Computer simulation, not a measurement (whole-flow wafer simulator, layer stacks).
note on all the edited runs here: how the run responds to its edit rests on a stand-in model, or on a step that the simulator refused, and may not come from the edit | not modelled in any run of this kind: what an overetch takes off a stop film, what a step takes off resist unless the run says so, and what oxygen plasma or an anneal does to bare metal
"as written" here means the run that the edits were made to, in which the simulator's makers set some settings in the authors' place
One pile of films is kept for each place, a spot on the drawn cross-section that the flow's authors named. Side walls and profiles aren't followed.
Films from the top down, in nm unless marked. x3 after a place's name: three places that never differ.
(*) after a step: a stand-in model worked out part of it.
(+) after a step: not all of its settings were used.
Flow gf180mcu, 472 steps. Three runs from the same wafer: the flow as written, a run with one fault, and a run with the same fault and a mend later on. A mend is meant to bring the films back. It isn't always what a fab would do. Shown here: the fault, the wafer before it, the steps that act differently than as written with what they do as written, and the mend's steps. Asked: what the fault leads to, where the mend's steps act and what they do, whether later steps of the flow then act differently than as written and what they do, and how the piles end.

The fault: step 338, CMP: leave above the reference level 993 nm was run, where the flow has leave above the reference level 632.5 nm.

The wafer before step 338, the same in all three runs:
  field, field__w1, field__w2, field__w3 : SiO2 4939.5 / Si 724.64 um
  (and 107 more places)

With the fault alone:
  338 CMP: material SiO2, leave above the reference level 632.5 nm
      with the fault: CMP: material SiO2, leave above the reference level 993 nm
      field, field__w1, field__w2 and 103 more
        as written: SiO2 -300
        with the fault: nothing
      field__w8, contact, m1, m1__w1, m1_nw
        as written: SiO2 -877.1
        with the fault: SiO2 -516.6
  Later steps of the flow that act differently than as written (5 more steps differ only slightly, by at most 2% or 0.5 nm, whichever is larger, and aren't shown):
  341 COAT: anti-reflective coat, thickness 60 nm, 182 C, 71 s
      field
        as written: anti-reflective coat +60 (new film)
        with the fault: anti-reflective coat +84.2 (new film)
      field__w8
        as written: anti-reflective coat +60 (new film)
        with the fault: anti-reflective coat +27.7 (new film)
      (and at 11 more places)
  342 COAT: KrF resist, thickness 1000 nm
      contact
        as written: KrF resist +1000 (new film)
        with the fault: KrF resist +978 (new film)
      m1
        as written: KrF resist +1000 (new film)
        with the fault: KrF resist +975.6 (new film)
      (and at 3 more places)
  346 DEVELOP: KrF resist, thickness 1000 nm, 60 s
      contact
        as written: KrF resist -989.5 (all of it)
        with the fault: KrF resist -967.7 (all of it)
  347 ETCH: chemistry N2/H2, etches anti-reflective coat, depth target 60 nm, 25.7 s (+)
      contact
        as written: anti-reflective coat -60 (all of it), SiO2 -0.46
        with the fault: anti-reflective coat -31.2 (all of it), SiO2 -1.2
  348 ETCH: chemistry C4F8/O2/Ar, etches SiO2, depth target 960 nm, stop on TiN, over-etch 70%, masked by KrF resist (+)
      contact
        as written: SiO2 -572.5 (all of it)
        with the fault: SiO2 -932.2 (all of it)
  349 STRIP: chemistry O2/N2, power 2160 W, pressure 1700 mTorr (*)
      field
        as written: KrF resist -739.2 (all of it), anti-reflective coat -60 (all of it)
        with the fault: KrF resist -727.9 (all of it), anti-reflective coat -84.2 (all of it)
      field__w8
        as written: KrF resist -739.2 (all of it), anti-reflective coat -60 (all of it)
        with the fault: KrF resist -732.6 (all of it), anti-reflective coat -27.7 (all of it)
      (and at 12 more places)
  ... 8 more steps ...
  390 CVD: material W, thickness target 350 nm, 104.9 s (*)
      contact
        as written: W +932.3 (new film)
        with the fault: W +990.9 (new film)
  At the end the piles differ from the flow's by more than 2% or 0.5 nm, whichever is larger, at field, field__w1, field__w2 and 109 more.
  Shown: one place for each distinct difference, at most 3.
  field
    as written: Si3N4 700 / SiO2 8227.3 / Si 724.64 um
    with the fault: Si3N4 700 / SiO2 8585.5 / Si 724.64 um
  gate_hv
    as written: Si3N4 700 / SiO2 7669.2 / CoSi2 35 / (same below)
    with the fault: Si3N4 700 / SiO2 8027.4 / CoSi2 35 / (same below)
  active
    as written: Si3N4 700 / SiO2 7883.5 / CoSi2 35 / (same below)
    with the fault: Si3N4 700 / SiO2 8241.8 / CoSi2 35 / (same below)

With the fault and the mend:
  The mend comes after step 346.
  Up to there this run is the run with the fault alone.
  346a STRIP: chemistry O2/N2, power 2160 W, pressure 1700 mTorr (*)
      iso_ptap_pw, iso_ntap_nw, iso_nw_fld and 33 more
        KrF resist -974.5 (all of it), anti-reflective coat -60 (all of it)
      field_sub, field_sub__w1, field_sub__w2 and 11 more
        KrF resist -975 (all of it), anti-reflective coat -60.2 (all of it)
      field__w2, field__w3, field__w6 and 10 more
        KrF resist -975.2 (all of it), anti-reflective coat -60.2 (all of it)
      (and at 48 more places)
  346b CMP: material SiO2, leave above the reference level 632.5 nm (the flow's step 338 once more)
      field, field__w1, field__w2 and 103 more
        SiO2 -300
      field__w8, contact, m1, m1__w1, m1_nw
        SiO2 -360.5
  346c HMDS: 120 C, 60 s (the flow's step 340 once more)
      changes no film at any place that is followed
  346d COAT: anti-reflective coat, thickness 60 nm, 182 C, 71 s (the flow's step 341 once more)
      field, field__w1, field__w2 and 108 more
        anti-reflective coat +60 (new film)
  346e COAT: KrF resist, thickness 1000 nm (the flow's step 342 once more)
      field, field__w1, field__w2 and 108 more
        KrF resist +1000 (new film)
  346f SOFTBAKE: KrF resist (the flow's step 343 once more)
      changes no film at any place that is followed
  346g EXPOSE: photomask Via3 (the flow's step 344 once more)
      changes no film at any place that is followed
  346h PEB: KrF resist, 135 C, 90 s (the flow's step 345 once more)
      field, field__w1, field__w2 and 108 more
        KrF resist -10.5
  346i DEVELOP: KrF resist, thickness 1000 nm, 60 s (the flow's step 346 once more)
      field, field__w1, field__w2 and 107 more
        KrF resist -14.9
      contact
        KrF resist -989.5 (all of it)
  No later step of the flow acts differently than as written at any place that is followed.
  At the end the piles are the same as the flow's at every place that both follow.
